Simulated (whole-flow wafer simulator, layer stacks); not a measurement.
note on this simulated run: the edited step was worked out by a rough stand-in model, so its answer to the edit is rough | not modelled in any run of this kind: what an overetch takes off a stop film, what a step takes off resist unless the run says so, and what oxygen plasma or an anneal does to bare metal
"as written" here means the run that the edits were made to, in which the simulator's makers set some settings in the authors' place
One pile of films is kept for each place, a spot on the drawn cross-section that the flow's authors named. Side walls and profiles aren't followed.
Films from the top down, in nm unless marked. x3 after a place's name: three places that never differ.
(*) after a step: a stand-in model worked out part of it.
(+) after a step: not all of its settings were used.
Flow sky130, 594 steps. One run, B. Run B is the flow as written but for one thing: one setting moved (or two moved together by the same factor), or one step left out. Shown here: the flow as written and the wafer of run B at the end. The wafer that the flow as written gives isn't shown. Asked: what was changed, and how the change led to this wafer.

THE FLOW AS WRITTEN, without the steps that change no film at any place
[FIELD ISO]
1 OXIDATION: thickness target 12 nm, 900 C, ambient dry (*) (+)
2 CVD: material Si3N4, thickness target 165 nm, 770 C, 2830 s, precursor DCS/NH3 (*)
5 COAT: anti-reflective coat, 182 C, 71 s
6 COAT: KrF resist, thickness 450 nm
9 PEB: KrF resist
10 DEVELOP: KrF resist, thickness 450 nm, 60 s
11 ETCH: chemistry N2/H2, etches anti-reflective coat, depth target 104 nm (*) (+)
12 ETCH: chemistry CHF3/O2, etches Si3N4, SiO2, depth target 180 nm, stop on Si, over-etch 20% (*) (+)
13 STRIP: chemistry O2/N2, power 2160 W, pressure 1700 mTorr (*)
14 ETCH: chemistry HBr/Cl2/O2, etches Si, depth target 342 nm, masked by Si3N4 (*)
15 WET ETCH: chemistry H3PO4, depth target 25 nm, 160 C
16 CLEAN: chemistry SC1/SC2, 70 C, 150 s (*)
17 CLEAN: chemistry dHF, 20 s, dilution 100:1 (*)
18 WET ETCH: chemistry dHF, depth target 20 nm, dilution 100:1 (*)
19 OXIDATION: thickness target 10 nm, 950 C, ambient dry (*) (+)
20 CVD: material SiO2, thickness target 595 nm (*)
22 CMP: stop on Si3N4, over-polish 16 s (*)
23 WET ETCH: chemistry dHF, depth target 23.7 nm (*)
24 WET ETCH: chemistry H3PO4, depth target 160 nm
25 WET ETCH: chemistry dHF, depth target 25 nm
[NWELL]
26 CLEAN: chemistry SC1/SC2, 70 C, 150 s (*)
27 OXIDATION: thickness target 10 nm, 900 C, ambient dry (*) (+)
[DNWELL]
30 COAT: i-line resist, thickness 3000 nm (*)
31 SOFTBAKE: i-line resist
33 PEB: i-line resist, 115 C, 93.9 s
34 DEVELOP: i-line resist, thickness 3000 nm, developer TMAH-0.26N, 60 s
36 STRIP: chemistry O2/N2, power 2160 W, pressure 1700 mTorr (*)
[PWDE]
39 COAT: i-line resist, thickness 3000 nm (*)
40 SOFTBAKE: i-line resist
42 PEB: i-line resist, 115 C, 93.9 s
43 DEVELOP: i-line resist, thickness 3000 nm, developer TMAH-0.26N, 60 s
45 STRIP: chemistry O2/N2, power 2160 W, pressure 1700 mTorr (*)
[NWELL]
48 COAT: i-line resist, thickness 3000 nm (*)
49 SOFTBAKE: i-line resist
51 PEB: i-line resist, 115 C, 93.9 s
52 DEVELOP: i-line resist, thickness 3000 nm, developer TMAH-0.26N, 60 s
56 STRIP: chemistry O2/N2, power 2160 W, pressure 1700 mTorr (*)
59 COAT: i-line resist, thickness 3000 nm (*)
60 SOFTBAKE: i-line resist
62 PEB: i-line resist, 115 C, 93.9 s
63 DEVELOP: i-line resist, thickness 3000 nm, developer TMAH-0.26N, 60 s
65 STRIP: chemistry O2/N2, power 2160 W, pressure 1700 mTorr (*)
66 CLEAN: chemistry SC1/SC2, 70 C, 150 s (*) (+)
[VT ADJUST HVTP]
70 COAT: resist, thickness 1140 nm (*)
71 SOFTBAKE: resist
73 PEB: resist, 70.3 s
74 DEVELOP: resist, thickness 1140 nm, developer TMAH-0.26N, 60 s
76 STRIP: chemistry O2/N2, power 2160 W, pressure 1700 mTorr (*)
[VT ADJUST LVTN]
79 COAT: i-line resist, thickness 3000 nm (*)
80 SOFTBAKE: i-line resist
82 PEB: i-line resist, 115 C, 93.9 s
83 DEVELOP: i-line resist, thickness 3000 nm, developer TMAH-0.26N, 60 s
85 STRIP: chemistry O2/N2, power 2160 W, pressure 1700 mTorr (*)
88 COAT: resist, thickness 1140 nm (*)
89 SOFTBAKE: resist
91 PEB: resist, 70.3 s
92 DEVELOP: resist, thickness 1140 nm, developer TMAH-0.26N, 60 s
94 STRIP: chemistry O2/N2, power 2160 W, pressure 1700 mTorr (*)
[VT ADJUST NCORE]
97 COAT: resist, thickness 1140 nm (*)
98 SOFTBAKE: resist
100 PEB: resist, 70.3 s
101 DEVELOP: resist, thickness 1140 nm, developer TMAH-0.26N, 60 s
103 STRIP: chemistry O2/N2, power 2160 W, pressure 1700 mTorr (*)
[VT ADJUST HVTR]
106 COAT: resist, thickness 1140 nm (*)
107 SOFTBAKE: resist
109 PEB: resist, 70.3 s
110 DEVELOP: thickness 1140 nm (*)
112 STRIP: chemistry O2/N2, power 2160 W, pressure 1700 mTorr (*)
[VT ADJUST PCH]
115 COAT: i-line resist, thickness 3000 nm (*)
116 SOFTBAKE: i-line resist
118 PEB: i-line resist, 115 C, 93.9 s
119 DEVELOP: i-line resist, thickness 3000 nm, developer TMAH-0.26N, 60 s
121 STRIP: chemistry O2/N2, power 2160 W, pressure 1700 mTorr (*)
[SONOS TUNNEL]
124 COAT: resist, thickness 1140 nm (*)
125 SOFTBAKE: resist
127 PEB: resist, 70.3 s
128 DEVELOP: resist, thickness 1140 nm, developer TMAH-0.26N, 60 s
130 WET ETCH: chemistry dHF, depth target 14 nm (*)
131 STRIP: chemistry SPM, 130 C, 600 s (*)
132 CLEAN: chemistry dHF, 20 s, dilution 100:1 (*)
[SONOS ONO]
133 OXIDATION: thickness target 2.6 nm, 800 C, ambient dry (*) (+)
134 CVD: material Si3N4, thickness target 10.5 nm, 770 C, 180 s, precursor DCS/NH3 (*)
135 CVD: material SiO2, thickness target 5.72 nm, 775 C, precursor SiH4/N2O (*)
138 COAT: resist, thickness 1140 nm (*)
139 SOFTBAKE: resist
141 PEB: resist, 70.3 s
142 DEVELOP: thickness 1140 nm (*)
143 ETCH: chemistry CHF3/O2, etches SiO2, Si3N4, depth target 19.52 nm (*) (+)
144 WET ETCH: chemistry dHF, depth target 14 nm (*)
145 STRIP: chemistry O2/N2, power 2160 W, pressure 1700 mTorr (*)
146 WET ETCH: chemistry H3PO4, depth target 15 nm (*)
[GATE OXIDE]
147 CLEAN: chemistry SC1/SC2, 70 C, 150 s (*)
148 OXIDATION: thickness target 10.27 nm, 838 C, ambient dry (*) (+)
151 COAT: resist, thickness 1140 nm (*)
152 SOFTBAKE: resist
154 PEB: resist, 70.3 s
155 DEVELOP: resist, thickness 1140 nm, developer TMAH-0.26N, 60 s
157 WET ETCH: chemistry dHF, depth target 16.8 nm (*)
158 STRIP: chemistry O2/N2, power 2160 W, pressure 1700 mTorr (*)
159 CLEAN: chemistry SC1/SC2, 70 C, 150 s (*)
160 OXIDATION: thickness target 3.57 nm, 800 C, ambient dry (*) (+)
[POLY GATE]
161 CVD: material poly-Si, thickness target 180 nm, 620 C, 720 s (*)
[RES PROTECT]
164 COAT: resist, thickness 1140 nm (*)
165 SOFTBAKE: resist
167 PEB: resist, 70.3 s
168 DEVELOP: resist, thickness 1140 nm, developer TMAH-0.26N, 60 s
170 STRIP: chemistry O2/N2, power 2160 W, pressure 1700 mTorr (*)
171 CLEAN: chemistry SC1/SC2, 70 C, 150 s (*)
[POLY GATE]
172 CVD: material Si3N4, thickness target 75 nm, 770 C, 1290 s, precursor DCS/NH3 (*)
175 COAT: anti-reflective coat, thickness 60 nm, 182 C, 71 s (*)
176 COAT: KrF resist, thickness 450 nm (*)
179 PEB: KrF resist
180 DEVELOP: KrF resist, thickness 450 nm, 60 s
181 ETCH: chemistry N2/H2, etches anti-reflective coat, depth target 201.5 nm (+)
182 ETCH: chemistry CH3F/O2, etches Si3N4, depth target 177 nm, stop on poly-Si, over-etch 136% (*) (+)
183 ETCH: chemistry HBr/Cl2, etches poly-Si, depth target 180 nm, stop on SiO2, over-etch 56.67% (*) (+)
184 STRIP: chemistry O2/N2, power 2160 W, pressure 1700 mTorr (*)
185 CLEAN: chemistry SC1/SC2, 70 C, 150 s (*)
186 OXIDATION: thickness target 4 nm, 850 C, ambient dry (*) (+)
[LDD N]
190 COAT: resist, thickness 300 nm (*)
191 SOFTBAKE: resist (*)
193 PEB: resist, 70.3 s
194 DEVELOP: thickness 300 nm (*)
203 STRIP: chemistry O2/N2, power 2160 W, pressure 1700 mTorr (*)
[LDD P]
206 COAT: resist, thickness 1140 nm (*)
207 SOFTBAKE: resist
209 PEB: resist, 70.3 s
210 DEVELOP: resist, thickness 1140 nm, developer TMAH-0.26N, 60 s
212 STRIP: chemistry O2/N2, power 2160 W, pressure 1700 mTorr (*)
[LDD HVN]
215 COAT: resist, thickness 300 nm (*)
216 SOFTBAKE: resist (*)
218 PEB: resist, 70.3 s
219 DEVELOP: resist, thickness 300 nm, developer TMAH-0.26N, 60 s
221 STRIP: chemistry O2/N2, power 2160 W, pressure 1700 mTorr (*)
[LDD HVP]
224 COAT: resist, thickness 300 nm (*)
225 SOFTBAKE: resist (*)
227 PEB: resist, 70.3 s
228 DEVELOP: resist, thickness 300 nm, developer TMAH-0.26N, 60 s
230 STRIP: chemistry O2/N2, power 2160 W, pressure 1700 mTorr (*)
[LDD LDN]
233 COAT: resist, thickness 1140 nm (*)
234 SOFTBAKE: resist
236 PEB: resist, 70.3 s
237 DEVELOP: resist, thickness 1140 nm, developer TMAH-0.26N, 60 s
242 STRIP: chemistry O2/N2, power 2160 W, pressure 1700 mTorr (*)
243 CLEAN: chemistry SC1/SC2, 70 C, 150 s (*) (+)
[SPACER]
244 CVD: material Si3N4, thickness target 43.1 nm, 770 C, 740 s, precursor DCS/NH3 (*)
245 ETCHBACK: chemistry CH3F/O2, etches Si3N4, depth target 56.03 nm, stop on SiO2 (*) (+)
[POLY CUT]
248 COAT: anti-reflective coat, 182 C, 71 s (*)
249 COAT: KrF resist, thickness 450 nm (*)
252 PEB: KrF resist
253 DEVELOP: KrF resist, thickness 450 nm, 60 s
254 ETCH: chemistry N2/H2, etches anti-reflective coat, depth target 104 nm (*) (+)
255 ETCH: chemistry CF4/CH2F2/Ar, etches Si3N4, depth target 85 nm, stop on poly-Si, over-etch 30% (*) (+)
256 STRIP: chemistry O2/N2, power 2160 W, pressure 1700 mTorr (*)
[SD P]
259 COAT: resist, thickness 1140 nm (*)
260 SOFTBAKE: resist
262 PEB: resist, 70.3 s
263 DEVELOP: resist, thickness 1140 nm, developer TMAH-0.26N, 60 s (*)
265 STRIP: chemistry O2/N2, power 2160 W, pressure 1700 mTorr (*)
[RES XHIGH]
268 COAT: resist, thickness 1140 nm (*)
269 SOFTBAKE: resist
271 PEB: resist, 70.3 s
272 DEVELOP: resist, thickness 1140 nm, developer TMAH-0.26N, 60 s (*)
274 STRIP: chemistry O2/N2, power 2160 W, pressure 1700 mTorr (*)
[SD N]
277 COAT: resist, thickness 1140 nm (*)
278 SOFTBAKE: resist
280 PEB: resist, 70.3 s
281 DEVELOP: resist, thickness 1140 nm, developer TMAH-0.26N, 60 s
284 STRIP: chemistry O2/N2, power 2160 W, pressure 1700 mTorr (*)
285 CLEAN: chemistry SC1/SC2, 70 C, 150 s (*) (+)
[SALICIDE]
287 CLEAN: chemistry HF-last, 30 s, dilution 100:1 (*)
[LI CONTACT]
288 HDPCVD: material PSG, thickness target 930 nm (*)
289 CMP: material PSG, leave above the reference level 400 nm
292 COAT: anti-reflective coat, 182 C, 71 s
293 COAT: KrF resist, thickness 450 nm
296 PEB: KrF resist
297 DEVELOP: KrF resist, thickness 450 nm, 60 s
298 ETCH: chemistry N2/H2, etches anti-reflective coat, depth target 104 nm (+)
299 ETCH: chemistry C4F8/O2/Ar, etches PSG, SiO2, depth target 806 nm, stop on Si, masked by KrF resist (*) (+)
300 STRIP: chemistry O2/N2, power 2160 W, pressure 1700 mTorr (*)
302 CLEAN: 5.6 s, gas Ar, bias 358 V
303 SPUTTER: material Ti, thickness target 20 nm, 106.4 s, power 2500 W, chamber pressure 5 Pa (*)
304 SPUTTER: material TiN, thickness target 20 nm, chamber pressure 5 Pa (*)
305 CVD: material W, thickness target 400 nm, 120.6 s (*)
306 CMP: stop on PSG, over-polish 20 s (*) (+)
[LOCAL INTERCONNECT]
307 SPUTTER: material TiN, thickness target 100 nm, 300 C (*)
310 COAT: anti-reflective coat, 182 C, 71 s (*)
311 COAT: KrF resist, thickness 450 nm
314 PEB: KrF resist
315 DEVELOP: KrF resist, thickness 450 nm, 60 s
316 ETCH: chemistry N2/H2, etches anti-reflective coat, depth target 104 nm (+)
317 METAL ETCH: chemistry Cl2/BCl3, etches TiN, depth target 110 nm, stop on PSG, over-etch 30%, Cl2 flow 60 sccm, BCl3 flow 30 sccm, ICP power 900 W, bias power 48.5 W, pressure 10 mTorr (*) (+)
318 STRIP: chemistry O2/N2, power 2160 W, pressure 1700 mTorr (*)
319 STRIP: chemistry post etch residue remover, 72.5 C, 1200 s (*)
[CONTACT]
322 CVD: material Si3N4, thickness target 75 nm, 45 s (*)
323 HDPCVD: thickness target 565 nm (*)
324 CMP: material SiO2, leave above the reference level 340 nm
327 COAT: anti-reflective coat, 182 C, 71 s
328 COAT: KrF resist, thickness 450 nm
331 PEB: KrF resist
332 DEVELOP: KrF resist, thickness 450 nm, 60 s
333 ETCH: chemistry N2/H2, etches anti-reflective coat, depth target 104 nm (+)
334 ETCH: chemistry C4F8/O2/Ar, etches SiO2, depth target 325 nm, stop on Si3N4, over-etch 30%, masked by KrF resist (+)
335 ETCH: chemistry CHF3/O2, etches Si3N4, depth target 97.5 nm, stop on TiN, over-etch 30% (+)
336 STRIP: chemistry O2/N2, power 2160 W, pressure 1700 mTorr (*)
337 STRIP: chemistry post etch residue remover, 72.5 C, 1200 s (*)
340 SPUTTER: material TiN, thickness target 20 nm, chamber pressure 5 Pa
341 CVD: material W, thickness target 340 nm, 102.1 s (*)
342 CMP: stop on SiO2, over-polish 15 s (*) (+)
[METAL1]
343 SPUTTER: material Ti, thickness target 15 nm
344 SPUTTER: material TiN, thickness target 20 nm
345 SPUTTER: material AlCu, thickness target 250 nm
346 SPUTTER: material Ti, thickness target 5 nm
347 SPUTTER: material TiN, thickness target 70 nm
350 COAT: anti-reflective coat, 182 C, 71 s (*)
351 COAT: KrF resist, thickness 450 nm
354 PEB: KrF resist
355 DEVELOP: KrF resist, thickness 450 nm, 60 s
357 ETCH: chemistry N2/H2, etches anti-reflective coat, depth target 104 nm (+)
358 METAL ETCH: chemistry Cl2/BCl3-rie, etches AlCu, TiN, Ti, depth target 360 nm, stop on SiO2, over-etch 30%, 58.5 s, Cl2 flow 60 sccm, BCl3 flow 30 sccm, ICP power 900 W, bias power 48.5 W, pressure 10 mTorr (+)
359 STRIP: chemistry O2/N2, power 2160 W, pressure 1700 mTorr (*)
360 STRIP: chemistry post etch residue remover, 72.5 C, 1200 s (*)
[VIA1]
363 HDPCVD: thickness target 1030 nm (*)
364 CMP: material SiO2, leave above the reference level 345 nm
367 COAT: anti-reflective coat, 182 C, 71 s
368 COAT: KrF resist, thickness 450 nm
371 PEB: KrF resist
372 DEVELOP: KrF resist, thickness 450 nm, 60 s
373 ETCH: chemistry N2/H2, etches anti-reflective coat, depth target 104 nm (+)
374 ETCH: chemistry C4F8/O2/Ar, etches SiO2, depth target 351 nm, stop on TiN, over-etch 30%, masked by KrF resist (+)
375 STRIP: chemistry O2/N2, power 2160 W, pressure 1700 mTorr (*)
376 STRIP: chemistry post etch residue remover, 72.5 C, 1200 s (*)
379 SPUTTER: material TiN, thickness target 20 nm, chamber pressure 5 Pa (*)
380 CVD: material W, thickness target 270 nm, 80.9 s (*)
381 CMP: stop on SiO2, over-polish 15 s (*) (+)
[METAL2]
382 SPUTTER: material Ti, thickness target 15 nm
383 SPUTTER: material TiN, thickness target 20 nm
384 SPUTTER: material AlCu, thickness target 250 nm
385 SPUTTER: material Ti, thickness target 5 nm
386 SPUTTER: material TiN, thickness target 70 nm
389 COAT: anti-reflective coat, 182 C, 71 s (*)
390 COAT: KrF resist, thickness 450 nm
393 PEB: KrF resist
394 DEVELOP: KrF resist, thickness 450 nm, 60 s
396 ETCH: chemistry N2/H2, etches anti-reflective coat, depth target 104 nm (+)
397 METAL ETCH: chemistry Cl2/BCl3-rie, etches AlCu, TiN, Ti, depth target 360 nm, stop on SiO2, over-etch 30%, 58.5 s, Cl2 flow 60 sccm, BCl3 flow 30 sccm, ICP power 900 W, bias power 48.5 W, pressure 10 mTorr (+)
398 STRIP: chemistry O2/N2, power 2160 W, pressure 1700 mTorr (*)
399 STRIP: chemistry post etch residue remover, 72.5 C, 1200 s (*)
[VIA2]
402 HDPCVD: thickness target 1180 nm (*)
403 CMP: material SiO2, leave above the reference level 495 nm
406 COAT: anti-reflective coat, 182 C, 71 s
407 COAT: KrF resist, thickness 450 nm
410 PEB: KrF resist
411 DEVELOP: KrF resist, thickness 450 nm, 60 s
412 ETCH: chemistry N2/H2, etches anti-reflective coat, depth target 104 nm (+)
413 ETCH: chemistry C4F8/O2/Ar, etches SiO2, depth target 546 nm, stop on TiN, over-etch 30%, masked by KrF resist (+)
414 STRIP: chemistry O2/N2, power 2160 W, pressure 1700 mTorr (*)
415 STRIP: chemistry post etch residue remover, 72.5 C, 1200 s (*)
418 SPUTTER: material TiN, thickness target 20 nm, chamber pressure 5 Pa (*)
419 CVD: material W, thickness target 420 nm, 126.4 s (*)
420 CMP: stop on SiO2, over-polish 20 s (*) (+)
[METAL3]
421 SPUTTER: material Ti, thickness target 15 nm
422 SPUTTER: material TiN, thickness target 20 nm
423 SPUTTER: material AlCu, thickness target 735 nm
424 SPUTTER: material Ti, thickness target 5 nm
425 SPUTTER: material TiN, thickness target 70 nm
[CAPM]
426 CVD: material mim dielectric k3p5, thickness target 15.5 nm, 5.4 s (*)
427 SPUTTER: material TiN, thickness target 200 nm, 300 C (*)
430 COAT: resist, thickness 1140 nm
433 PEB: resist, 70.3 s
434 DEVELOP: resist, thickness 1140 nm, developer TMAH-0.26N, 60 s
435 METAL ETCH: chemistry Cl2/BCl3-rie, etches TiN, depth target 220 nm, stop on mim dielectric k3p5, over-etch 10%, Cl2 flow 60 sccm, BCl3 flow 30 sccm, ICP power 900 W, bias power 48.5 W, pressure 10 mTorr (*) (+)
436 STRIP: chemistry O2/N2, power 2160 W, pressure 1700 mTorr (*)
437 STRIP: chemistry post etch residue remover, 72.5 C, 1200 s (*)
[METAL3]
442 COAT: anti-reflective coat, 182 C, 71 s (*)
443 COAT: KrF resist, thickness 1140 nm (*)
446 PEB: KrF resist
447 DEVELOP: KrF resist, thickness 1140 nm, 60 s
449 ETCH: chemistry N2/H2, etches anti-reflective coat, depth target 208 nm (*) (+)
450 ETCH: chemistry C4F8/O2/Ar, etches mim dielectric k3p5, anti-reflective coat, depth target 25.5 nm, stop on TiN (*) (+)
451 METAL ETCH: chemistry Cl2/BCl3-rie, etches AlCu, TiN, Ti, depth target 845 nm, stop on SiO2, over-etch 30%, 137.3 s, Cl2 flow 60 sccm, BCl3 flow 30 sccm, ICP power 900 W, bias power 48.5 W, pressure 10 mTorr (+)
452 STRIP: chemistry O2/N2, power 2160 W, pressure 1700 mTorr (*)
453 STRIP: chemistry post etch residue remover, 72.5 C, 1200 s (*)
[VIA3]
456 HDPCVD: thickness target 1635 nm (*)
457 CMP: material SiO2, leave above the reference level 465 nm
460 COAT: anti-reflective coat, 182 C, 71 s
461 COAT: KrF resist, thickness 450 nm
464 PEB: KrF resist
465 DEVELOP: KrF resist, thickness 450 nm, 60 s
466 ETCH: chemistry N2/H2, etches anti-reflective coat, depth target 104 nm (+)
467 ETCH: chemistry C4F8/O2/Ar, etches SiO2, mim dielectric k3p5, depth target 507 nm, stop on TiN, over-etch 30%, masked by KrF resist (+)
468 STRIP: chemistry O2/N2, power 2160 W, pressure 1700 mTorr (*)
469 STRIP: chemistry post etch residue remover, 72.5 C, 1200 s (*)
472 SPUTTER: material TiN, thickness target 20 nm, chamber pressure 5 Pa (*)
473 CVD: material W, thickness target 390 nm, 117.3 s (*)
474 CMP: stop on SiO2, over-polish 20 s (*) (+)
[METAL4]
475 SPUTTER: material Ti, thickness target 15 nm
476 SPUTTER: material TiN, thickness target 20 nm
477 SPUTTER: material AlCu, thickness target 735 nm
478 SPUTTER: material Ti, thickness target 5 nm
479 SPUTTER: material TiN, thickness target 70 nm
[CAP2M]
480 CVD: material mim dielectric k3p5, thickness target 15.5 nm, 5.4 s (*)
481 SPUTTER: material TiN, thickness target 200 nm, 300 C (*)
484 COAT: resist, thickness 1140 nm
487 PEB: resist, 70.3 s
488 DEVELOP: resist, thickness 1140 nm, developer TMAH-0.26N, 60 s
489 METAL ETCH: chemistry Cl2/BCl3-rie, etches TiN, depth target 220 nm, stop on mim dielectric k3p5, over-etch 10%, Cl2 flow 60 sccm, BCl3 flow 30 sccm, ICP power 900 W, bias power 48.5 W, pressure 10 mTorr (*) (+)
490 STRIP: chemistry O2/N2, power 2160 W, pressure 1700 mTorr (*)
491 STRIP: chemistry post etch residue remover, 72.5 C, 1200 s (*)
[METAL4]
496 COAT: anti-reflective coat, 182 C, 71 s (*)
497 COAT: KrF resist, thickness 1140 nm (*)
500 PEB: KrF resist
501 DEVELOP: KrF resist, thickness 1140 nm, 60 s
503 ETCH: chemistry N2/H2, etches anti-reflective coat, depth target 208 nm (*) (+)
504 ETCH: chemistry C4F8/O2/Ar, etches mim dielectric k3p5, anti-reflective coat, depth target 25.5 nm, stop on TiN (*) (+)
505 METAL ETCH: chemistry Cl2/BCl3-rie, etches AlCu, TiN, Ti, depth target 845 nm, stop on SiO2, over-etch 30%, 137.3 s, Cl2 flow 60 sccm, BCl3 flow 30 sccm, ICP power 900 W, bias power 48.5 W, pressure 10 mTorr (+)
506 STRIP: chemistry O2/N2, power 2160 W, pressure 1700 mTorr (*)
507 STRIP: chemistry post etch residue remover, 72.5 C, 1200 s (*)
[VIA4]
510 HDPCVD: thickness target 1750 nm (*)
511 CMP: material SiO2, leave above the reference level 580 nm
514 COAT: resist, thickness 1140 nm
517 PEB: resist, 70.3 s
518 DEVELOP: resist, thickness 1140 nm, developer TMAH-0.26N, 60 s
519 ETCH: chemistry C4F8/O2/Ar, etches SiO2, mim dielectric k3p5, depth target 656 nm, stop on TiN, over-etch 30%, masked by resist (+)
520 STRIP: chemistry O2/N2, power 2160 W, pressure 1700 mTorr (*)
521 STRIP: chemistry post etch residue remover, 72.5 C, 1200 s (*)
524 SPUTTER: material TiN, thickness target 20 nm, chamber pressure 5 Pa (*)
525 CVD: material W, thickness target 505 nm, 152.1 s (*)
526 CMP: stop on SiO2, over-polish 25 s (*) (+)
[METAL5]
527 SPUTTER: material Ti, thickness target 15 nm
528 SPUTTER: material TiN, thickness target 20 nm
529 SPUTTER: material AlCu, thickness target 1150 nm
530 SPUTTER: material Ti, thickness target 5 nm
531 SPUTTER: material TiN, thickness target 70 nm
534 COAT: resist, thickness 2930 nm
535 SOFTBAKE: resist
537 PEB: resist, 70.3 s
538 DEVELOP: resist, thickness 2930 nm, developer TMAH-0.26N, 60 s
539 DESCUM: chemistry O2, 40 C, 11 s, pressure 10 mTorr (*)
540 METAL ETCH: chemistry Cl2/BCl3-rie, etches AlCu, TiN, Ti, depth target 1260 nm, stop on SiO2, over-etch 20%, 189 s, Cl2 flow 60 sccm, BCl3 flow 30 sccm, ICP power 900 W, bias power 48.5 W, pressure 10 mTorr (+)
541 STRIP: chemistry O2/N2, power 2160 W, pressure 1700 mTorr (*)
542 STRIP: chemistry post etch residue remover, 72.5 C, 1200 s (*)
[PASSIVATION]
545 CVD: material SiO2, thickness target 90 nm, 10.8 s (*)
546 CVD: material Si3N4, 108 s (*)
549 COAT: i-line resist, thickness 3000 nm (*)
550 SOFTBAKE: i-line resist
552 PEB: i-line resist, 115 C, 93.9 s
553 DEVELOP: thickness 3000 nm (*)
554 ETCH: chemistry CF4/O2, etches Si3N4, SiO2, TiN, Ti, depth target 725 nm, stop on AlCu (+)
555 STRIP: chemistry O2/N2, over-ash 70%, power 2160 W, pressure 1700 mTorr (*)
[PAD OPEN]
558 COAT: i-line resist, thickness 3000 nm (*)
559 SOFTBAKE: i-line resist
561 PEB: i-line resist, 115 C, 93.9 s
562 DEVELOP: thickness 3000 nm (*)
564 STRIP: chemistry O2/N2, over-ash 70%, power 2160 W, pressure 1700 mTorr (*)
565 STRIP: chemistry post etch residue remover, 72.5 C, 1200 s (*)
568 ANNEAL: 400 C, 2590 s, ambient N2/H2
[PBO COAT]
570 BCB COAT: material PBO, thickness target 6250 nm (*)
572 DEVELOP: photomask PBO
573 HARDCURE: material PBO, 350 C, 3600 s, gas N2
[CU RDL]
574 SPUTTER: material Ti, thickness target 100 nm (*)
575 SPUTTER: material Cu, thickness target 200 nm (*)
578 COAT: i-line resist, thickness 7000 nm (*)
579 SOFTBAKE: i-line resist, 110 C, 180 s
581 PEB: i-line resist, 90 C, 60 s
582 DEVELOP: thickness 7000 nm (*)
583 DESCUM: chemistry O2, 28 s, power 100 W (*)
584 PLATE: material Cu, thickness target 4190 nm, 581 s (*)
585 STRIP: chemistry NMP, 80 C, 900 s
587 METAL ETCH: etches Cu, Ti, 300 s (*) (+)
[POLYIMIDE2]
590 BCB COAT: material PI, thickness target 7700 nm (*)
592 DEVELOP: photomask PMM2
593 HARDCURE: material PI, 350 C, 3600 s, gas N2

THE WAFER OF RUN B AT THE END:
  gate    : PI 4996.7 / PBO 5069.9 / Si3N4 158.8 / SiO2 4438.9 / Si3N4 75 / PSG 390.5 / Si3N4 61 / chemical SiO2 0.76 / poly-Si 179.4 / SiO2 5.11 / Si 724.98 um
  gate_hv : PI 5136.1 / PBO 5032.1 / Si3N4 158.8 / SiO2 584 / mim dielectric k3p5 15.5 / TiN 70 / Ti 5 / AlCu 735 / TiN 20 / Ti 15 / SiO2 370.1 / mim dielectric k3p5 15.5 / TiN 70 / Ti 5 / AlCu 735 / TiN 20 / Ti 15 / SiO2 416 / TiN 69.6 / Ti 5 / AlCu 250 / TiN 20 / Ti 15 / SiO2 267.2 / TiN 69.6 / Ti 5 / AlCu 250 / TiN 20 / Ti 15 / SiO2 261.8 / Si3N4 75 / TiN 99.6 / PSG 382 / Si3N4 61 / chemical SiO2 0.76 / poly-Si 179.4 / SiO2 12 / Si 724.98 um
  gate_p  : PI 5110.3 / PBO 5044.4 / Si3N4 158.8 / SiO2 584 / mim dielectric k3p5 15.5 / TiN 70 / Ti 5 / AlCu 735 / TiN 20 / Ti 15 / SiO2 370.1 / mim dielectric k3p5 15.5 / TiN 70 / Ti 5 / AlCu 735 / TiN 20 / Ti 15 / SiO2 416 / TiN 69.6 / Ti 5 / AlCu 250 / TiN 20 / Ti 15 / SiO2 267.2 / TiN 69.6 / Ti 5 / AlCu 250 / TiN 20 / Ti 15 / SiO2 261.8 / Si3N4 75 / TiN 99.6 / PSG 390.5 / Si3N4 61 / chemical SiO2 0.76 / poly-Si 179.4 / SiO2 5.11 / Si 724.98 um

The cause: step 160, OXIDATION: thickness target 5.11 nm was run, where the flow has thickness target 3.57 nm.
It can be read off the wafer: gate has SiO2 5.11, and step 160 as written asks for 3.57 nm.

How the change led to this, step by step:
  160 OXIDATION: thickness target 3.57 nm, 800 C, ambient dry (*) (+)
      active, n_well, p_well and 58 more: SiO2 +5.11 (new film), chemical SiO2 -0.76 (all of it), Si -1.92 (as written it would be: SiO2 +3.57 (new film), chemical SiO2 -0.76 (all of it), Si -1.24)
      gate_hv, m1, pad and 37 more: SiO2 +2.09, Si -0.92 (as written it would be: SiO2 +0.85, Si -0.37)
  299 ETCH: chemistry C4F8/O2/Ar, etches PSG, SiO2, depth target 806 nm, stop on Si, masked by KrF resist (*) (+)
      contact, ndiff_licon, ndiff_licon_cpp: PSG -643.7 (all of it), SiO2 -2.44 (all of it) (as written it would be: PSG -643.6 (all of it), SiO2 -1.16 (all of it))
  306 CMP: stop on PSG, over-polish 20 s (*) (+)
      poly_licon: W -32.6 (as written it would be: W -33.3)
